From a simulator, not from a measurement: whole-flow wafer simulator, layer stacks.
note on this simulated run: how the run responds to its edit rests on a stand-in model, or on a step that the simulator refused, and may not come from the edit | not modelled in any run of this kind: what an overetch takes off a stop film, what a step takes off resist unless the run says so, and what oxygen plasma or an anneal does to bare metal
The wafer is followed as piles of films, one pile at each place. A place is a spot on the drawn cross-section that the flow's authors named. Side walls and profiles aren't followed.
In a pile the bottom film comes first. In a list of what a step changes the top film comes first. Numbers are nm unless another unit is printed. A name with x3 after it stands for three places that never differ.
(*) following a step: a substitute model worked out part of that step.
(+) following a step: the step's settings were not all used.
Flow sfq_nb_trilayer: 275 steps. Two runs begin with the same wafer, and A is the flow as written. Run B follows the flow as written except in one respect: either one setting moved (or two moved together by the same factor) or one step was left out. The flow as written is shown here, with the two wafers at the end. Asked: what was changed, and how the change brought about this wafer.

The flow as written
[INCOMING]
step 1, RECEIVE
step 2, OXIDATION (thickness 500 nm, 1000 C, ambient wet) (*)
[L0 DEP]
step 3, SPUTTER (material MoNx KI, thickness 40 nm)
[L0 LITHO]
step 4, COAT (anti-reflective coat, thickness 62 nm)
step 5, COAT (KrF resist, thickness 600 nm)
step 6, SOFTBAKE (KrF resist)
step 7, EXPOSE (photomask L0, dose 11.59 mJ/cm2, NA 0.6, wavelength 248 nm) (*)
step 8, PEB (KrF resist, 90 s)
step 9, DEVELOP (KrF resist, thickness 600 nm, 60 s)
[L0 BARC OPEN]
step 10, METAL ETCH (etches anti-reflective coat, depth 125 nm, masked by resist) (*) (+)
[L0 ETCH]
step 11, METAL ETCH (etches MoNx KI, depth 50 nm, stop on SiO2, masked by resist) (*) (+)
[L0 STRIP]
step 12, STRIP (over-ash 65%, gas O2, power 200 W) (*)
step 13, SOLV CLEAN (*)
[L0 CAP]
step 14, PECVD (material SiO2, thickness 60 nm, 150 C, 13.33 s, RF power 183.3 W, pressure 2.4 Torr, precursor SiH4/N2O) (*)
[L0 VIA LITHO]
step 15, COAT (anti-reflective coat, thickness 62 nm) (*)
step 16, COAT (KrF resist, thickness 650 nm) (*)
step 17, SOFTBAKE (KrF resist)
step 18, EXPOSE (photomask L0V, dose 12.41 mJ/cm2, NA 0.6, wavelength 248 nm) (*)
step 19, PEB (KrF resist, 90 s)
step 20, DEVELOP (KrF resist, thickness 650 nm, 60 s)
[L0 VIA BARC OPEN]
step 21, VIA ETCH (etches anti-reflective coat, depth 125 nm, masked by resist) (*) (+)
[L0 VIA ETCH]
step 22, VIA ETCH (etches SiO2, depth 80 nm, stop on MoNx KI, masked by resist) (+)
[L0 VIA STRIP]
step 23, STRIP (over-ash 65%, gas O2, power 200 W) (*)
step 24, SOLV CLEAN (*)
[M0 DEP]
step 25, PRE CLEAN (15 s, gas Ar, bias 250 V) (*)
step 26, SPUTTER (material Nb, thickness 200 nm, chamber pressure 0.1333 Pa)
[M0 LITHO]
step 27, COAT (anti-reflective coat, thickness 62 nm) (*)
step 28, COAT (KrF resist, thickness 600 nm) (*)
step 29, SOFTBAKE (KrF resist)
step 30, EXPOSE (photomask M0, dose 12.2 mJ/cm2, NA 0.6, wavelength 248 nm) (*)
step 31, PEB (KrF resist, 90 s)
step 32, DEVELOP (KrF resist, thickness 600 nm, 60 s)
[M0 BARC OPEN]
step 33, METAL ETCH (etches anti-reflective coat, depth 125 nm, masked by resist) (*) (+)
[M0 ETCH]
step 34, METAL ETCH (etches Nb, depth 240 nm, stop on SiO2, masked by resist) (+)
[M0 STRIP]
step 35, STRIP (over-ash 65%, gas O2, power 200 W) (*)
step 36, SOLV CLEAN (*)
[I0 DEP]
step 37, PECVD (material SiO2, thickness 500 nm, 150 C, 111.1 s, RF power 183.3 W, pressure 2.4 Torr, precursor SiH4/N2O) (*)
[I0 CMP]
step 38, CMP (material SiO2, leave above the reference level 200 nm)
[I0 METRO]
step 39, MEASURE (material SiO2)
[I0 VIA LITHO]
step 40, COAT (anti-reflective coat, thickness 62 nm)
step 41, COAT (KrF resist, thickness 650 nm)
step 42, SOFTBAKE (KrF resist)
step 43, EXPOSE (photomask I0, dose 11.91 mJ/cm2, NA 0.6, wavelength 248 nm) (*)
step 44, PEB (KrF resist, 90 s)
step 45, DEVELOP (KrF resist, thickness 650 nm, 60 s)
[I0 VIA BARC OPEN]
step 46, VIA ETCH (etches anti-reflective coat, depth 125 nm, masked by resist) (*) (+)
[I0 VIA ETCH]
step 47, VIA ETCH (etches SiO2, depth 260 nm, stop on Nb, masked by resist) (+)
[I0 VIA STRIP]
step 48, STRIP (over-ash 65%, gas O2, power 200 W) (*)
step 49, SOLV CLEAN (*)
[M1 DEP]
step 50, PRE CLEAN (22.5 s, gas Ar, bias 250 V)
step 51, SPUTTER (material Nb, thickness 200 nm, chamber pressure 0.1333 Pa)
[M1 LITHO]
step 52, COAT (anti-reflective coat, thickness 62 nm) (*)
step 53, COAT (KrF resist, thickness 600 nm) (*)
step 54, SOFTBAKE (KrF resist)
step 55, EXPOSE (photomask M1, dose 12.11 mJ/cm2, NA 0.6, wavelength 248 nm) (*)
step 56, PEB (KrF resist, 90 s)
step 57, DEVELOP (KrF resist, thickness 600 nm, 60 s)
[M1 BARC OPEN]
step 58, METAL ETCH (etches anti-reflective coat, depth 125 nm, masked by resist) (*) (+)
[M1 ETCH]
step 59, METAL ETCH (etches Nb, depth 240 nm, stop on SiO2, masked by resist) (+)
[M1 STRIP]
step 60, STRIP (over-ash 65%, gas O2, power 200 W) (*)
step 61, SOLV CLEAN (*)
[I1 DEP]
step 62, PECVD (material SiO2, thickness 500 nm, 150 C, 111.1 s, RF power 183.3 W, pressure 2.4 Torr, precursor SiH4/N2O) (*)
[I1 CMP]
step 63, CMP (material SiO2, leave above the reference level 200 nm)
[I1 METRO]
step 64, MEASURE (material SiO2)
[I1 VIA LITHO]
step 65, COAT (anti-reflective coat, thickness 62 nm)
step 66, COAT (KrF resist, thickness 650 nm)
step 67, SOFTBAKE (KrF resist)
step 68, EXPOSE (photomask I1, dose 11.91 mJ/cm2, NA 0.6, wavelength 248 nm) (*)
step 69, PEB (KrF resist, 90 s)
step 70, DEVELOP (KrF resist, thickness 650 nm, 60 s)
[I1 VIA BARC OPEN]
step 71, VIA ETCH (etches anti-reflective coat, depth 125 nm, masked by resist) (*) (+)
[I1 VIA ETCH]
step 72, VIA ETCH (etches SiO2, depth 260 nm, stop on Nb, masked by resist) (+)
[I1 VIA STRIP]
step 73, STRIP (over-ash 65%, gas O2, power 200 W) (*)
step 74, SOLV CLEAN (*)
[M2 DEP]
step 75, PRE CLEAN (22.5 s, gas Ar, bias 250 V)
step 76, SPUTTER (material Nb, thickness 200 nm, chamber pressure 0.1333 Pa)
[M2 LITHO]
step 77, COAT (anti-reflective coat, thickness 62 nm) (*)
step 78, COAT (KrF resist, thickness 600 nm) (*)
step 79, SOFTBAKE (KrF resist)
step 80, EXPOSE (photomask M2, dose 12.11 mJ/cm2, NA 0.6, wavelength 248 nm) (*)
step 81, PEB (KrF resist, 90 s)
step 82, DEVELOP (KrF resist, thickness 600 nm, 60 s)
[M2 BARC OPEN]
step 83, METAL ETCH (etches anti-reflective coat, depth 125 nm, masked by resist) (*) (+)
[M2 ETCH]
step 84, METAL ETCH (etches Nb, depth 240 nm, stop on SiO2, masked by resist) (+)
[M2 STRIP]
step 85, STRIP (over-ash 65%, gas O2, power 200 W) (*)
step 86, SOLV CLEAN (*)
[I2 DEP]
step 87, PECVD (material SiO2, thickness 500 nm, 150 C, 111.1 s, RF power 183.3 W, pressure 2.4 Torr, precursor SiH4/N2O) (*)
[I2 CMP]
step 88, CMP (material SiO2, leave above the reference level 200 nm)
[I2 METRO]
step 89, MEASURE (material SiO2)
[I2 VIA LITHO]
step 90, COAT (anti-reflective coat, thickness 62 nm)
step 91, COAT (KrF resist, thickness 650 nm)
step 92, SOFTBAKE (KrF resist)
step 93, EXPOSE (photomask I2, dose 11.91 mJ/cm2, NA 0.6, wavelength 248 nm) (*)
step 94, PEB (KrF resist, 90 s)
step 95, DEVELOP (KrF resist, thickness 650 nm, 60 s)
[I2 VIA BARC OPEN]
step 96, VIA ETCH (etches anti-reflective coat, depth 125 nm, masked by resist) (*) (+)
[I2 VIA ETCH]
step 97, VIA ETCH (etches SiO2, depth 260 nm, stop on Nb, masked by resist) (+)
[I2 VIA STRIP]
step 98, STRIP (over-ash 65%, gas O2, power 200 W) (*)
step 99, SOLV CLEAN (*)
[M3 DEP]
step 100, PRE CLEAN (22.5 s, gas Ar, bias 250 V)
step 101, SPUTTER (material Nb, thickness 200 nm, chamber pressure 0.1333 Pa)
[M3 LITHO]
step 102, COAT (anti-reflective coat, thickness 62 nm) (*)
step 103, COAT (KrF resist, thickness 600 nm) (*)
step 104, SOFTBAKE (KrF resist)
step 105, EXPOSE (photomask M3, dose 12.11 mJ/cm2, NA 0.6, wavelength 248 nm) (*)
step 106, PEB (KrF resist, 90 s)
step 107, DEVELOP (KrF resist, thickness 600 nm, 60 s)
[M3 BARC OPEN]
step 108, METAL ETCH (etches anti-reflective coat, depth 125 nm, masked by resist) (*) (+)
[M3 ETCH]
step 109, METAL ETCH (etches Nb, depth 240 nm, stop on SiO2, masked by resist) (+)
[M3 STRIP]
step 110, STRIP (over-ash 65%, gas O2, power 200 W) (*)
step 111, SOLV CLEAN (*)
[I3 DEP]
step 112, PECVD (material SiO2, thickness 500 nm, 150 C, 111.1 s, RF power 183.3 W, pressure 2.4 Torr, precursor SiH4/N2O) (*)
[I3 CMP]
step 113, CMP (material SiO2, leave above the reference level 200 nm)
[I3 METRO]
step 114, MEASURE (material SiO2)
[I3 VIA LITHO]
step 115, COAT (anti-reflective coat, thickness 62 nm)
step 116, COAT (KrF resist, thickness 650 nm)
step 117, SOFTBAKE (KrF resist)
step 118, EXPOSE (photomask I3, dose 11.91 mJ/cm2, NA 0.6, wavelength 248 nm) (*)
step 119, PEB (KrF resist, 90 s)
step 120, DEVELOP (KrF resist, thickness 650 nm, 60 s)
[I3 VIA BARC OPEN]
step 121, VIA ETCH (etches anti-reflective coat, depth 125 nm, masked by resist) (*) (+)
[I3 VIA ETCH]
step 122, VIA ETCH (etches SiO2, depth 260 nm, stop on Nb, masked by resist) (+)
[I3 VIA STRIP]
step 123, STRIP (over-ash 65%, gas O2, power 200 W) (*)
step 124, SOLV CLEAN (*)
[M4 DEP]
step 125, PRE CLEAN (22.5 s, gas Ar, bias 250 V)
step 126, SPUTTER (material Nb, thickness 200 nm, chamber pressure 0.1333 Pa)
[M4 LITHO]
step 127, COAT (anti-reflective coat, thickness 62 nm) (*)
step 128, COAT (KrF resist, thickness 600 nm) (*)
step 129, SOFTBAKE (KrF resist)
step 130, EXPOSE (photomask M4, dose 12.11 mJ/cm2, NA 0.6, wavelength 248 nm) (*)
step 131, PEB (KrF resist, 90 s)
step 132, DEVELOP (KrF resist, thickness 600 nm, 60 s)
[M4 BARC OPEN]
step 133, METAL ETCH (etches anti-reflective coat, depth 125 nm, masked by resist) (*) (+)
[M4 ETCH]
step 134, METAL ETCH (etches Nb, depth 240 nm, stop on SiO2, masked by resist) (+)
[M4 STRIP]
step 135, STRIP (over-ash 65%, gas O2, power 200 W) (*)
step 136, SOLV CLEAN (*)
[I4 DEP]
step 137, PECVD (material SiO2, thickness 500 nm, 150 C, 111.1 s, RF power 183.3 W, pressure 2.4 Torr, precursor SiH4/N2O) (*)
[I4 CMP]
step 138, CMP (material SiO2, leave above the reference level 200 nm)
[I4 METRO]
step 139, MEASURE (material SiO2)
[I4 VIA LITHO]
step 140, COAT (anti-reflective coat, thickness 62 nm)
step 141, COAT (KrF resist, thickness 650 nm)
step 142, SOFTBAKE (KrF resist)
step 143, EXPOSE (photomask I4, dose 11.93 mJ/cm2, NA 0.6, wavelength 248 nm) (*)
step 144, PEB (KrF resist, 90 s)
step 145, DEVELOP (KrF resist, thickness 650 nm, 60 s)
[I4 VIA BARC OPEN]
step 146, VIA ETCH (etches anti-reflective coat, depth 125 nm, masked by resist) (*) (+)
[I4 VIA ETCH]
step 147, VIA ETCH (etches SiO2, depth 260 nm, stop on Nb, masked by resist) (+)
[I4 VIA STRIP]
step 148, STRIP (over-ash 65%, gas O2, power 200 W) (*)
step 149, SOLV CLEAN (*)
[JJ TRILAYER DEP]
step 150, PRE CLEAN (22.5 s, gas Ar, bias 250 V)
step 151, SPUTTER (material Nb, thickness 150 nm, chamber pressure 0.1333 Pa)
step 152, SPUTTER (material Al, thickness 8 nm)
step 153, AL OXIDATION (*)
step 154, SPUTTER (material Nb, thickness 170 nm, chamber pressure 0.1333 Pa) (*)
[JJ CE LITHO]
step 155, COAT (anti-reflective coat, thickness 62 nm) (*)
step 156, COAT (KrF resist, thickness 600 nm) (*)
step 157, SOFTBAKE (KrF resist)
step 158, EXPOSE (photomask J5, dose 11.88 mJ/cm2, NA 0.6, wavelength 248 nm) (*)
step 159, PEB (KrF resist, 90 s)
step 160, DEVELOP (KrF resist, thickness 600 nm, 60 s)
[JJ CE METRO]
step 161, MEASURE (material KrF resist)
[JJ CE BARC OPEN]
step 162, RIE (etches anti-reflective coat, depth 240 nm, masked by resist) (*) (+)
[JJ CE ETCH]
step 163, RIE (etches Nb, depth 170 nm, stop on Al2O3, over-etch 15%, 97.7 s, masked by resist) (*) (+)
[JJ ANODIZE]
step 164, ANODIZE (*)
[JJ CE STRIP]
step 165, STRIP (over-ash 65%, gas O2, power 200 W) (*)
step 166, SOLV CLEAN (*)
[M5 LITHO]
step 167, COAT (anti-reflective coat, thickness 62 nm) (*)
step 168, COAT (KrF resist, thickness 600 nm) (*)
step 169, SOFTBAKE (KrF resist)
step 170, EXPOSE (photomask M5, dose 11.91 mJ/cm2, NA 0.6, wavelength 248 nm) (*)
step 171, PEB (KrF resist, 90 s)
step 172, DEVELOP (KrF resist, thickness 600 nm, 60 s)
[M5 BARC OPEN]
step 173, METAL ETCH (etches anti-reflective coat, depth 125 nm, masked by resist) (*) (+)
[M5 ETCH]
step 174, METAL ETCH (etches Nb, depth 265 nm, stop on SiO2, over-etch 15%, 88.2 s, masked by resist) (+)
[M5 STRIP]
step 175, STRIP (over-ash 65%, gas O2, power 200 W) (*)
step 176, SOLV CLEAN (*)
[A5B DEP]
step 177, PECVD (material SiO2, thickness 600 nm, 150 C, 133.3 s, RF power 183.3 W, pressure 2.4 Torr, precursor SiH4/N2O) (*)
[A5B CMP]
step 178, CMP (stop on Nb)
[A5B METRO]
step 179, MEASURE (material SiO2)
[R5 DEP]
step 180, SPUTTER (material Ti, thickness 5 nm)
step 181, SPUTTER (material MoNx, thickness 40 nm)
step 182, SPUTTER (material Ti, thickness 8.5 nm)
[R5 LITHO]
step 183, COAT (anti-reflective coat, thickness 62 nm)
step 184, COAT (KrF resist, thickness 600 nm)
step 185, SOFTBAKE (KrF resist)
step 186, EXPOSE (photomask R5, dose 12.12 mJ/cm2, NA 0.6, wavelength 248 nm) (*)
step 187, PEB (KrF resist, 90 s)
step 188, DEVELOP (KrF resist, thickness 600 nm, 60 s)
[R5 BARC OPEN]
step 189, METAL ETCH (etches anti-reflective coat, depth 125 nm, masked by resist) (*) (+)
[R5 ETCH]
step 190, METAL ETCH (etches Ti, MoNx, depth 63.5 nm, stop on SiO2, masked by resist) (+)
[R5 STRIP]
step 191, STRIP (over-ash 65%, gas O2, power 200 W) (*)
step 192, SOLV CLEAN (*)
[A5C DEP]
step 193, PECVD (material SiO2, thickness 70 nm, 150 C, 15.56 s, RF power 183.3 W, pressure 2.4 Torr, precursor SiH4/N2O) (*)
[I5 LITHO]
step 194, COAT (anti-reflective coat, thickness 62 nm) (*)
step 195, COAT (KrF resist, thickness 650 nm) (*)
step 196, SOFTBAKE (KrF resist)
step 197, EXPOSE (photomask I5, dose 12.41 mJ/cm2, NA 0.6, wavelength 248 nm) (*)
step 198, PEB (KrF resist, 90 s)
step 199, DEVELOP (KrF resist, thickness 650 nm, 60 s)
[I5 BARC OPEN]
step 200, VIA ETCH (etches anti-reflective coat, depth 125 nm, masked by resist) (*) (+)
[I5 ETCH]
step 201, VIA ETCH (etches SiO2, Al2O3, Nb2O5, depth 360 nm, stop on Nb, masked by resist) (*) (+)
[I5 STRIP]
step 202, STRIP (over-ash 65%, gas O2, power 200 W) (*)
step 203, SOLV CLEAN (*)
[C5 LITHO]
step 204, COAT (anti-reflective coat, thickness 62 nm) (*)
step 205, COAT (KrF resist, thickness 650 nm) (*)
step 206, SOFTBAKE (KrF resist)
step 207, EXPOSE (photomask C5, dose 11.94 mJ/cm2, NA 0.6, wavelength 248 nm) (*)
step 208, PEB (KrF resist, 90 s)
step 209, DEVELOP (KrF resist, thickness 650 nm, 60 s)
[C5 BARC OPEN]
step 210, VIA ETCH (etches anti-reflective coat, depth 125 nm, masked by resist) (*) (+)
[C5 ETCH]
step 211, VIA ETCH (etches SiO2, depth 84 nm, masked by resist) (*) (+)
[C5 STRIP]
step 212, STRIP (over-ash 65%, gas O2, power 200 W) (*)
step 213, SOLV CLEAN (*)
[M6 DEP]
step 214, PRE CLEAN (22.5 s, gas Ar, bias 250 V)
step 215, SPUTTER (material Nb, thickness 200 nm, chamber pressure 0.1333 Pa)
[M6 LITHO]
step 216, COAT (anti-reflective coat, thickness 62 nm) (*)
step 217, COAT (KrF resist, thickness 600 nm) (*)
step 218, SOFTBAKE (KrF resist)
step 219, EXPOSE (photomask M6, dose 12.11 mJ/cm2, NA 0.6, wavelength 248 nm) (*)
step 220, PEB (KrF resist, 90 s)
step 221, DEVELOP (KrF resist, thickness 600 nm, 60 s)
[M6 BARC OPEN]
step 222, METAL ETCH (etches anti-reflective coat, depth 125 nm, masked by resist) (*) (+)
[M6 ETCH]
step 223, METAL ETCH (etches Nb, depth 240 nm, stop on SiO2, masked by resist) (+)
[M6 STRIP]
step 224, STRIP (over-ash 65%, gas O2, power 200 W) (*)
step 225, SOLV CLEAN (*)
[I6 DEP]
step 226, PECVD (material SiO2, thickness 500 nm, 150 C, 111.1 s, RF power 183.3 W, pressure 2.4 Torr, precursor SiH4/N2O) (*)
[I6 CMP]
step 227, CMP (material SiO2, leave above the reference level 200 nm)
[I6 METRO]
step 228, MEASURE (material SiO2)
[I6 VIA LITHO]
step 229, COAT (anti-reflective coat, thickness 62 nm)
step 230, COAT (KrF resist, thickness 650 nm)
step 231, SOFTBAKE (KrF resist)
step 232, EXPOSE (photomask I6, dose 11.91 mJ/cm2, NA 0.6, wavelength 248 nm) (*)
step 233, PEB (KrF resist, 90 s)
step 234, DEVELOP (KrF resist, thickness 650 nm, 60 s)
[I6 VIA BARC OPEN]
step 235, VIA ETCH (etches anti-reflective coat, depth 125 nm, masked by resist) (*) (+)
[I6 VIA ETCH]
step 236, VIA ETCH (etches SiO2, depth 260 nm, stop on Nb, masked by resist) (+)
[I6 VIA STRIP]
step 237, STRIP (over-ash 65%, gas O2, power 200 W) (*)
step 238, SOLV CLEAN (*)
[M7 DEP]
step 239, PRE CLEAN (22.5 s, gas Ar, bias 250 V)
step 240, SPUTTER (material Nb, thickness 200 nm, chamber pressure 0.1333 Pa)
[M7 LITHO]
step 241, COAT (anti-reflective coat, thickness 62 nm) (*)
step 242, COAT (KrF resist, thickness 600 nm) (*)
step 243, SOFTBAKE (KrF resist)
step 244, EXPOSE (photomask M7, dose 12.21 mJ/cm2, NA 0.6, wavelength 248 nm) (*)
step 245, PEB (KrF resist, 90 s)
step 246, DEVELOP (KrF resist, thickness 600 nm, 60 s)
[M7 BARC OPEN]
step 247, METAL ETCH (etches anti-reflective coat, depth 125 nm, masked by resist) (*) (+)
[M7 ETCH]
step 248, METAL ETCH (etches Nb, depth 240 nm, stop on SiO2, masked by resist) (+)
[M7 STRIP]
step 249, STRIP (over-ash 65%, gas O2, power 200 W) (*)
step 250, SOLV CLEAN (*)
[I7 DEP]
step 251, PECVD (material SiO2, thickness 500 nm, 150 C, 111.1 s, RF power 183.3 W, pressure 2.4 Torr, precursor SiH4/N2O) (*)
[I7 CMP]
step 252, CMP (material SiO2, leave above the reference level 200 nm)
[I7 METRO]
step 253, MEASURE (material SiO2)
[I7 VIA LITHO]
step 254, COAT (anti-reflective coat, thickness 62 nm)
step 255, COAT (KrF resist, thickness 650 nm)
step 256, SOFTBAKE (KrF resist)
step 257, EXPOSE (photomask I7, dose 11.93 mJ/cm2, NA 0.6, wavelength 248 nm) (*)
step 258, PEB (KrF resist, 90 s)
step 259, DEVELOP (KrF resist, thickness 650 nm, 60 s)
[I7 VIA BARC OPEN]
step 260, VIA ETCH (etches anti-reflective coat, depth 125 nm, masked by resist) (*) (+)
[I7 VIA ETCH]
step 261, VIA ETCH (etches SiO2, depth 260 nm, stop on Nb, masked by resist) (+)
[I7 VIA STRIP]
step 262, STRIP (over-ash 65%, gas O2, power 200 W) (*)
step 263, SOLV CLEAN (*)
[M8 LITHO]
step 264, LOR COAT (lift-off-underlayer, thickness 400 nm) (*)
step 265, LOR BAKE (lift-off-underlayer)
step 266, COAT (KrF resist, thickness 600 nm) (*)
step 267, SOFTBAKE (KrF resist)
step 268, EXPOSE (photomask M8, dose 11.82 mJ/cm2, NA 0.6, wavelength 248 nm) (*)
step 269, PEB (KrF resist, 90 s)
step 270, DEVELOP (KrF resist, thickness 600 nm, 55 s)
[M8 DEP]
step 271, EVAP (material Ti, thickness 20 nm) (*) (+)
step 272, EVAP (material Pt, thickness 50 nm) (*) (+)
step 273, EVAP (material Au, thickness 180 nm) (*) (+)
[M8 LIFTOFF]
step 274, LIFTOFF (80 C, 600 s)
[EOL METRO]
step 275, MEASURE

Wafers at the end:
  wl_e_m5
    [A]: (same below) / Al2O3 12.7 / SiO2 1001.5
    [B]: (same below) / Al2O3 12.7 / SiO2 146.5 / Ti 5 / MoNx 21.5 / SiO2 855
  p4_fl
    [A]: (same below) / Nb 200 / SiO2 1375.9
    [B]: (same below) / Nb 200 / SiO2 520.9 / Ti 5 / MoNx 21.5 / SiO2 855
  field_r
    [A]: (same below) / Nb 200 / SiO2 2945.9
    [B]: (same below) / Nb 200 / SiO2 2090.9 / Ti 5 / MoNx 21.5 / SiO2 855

The reason: step 190, METAL ETCH: depth 27 nm was run, though the flow has depth 63.5 nm.

Step by step, how the change led to this:
  step 190, METAL ETCH (etches Ti, MoNx, depth 63.5 nm, stop on SiO2, masked by resist) (+)
      field_l, v_sur, via_wl and 92 more: A Ti loses 8.5 (all of it), MoNx loses 40 (all of it), Ti loses 5 (all of it) | B Ti loses 8.5 (all of it), MoNx loses 18.5
      ce_l, c5j, ce_r, wl_jj: A Ti loses 8.5 (all of it), MoNx loses 40 (all of it), Ti loses 5 (all of it), Nb loses 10 | B Ti loses 8.5 (all of it), MoNx loses 18.5
      (also at 7 further places)
  step 191, STRIP (over-ash 65%, gas O2, power 200 W) (*)
      be_r, r_sur, res, r_end, r5r_line_l, r5r_line_c, r5r_line_r: A KrF resist loses 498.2 (all of it), anti-reflective coat loses 62 (all of it) | B KrF resist loses 512.8 (all of it), anti-reflective coat loses 62 (all of it)
  step 193, PECVD (material SiO2, thickness 70 nm, 150 C, 15.56 s, RF power 183.3 W, pressure 2.4 Torr, precursor SiH4/N2O) (*)
      field_l, v_sur, via_wl and 92 more: A SiO2 gains 70 | B SiO2 gains 70 (new film)
  step 194, COAT (anti-reflective coat, thickness 62 nm) (*)
      wl_j_sl, wl_j_sr: A anti-reflective coat gains 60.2 (new film) | B anti-reflective coat gains 62 (new film)
      r5r_spacepad_l, r5r_spacepad_r: A anti-reflective coat gains 84.4 (new film) | B anti-reflective coat gains 73 (new film)
      (also at 15 further places)
  step 201, VIA ETCH (etches SiO2, Al2O3, Nb2O5, depth 360 nm, stop on Nb, masked by resist) (*) (+)
      be: A SiO2 loses 216.4 (all of it), Al2O3 loses 12.7 (all of it), Nb2O5 loses 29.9 (all of it) | B SiO2 loses 69.8 (all of it), MoNx loses 21.5 (all of it), Ti loses 5 (all of it), SiO2 loses 146.5 (all of it), Al2O3 loses 12.7 (all of it), Nb2O5 loses 29.9 (all of it)
  step 202, STRIP (over-ash 65%, gas O2, power 200 W) (*)
      wl_j_sl, wl_j_sr: A KrF resist loses 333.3 (all of it), anti-reflective coat loses 60.2 (all of it) | B KrF resist loses 333.3 (all of it), anti-reflective coat loses 62 (all of it)
      r5r_spacepad_l, r5r_spacepad_r: A KrF resist loses 335.6 (all of it), anti-reflective coat loses 84.4 (all of it) | B KrF resist loses 334.5 (all of it), anti-reflective coat loses 73 (all of it)
      (also at 15 further places)
  step 204, COAT (anti-reflective coat, thickness 62 nm) (*)
      wl_j_sl, wl_j_sr: A anti-reflective coat gains 60.2 (new film) | B anti-reflective coat gains 62 (new film)
      r5r_spacepad_l, r5r_spacepad_r: A anti-reflective coat gains 84.4 (new film) | B anti-reflective coat gains 73 (new film)
      (also at 17 further places)
  step 205, COAT (KrF resist, thickness 650 nm) (*)
      be: A KrF resist gains 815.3 (new film) | B KrF resist gains 834 (new film)
  step 210, VIA ETCH (etches anti-reflective coat, depth 125 nm, masked by resist) (*) (+)
      field_l, v_sur, via_wl and 101 more: A KrF resist loses 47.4 | B KrF resist loses 49.2
      c5j: A anti-reflective coat loses 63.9 (all of it), SiO2 loses 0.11 | B anti-reflective coat loses 61.2 (all of it), SiO2 loses 0.14
      (also at 1 further place)
  step 211, VIA ETCH (etches SiO2, depth 84 nm, masked by resist) (*) (+)
      c5j: A SiO2 loses 69.9 (all of it), Nb loses 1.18 | B SiO2 loses 69.9 (all of it)
  step 212, STRIP (over-ash 65%, gas O2, power 200 W) (*)
      wl_j_sl, wl_j_sr: A KrF resist loses 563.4 (all of it), anti-reflective coat loses 60.2 (all of it) | B KrF resist loses 561.4 (all of it), anti-reflective coat loses 62 (all of it)
      r5r_spacepad_l, r5r_spacepad_r: A KrF resist loses 565.8 (all of it), anti-reflective coat loses 84.4 (all of it) | B KrF resist loses 562.6 (all of it), anti-reflective coat loses 73 (all of it)
      (also at 15 further places)
  step 214, PRE CLEAN (22.5 s, gas Ar, bias 250 V)
      c5j: A Nb loses 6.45 | B MoNx loses 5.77
  step 215, SPUTTER (material Nb, thickness 200 nm, chamber pressure 0.1333 Pa)
      c5j: A Nb gains 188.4 | B Nb gains 189.1 (new film)
      be: A Nb gains 147.3 | B Nb gains 141.5
  step 216, COAT (anti-reflective coat, thickness 62 nm) (*)
      r5r_line_l, r5r_line_c, r5r_line_r: A anti-reflective coat gains 50 (new film) | B anti-reflective coat gains 54.9 (new film)
      wl_j_sl, wl_j_sr: A anti-reflective coat gains 60.2 (new film) | B anti-reflective coat gains 62 (new film)
      (also at 16 further places)
  step 217, COAT (KrF resist, thickness 600 nm) (*)
      be: A KrF resist gains 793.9 (new film) | B KrF resist gains 823.6 (new film)
      be_r: A KrF resist gains 570.3 (new film) | B KrF resist gains 582.7 (new film)
      (also at 2 further places)
  step 222, METAL ETCH (etches anti-reflective coat, depth 125 nm, masked by resist) (*) (+)
      r5r_line_l, r5r_line_c, r5r_line_r: A anti-reflective coat loses 50 (all of it) | B anti-reflective coat loses 54.9 (all of it)
      r5r_spacepad_l, r5r_spacepad_r: A anti-reflective coat loses 85.7 (all of it) | B anti-reflective coat loses 73.3 (all of it)
      (also at 2 further places)
  ... 2 other steps ...
  step 227, CMP (material SiO2, leave above the reference level 200 nm)
      ce_l, ce_r, wl_jj: A SiO2 loses 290 | B SiO2 loses 300
      be_r, r_sur, r_end: A SiO2 loses 353.5 | B SiO2 loses 327
      (also at 7 further places)
Taking metal films that touch as one body, wl_e_m5 has 7 bodies (between them, from the top down: SiO2 146.5 / Al2O3 12.7 / Nb2O5 29.9; SiO2 192.5; SiO2 192.5; SiO2 192.5; SiO2 192.5; SiO2 192.5); the flow as written gives 6 bodies (between them, from the top down: SiO2 192.5; SiO2 192.5; SiO2 192.5; SiO2 192.5; SiO2 192.5).
Taking metal films that touch as one body, p4_fl has 3 bodies (between them, from the top down: SiO2 520.9; SiO2 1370); the flow as written gives 2 bodies (between them, from the top down: SiO2 1370).
Taking metal films that touch as one body, field_r has 2 bodies (between them, from the top down: SiO2 2090.9); the flow as written gives 1 body.
